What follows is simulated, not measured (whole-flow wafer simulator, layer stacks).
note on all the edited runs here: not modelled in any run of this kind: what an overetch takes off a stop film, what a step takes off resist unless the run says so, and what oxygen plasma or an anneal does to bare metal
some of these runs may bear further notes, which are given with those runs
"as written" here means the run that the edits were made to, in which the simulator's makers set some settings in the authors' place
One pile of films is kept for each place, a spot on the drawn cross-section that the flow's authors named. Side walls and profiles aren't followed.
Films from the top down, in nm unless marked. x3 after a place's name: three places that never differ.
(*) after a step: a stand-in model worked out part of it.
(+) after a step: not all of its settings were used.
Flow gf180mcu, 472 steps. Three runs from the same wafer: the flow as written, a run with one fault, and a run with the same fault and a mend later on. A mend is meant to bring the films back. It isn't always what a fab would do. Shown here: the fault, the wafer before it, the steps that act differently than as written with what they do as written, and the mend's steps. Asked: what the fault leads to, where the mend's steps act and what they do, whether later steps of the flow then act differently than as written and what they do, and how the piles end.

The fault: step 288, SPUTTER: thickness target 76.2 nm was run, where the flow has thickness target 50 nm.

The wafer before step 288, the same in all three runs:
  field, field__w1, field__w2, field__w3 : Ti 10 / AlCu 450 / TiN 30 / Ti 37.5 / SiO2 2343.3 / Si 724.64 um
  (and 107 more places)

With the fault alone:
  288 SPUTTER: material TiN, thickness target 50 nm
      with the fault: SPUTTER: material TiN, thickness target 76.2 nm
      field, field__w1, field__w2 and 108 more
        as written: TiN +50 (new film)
        with the fault: TiN +76.2 (new film)
  Later steps of the flow that act differently than as written (3 more steps differ only slightly, by at most 2% or 0.5 nm, whichever is larger, and aren't shown):
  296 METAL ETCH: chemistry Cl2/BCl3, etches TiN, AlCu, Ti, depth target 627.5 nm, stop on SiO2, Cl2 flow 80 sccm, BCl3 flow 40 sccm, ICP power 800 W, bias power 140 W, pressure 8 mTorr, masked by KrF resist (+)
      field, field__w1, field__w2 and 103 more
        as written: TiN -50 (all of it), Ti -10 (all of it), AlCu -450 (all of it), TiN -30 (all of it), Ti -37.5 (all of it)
        with the fault: TiN -76.2 (all of it), Ti -10 (all of it), AlCu -450 (all of it), TiN -30 (all of it), Ti -37.5 (all of it)
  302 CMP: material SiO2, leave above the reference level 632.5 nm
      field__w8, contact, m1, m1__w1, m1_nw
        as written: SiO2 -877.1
        with the fault: SiO2 -903.3
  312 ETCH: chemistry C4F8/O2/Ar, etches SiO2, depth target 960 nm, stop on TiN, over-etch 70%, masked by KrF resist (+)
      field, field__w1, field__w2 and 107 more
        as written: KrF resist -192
        with the fault: KrF resist -185.7
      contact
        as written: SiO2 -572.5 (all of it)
        with the fault: SiO2 -546.3 (all of it)
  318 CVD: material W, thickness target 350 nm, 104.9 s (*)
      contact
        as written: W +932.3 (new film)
        with the fault: W +905.8 (new film)
  At the end the piles differ from the flow's by more than 2% or 0.5 nm, whichever is larger, at field__w8, contact, m1, m1__w1, m1_nw.
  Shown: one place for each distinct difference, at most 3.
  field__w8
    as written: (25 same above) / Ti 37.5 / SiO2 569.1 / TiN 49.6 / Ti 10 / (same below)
    with the fault: (25 same above) / Ti 37.5 / SiO2 542.9 / TiN 75.8 / Ti 10 / (same below)
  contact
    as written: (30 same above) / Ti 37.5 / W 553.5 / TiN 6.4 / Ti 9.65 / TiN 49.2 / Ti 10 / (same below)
    with the fault: (30 same above) / Ti 37.5 / W 527.1 / TiN 6.5 / Ti 9.8 / TiN 75.4 / Ti 10 / (same below)

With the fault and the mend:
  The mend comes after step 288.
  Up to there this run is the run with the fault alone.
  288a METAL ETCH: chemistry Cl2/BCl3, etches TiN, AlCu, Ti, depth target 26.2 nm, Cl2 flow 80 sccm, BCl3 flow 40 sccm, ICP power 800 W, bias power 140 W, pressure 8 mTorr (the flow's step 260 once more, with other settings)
      field, field__w1, field__w2 and 108 more
        TiN -26.2
  No later step of the flow acts differently than as written at any place that is followed.
  At the end the piles are the same as the flow's at every place that both follow.
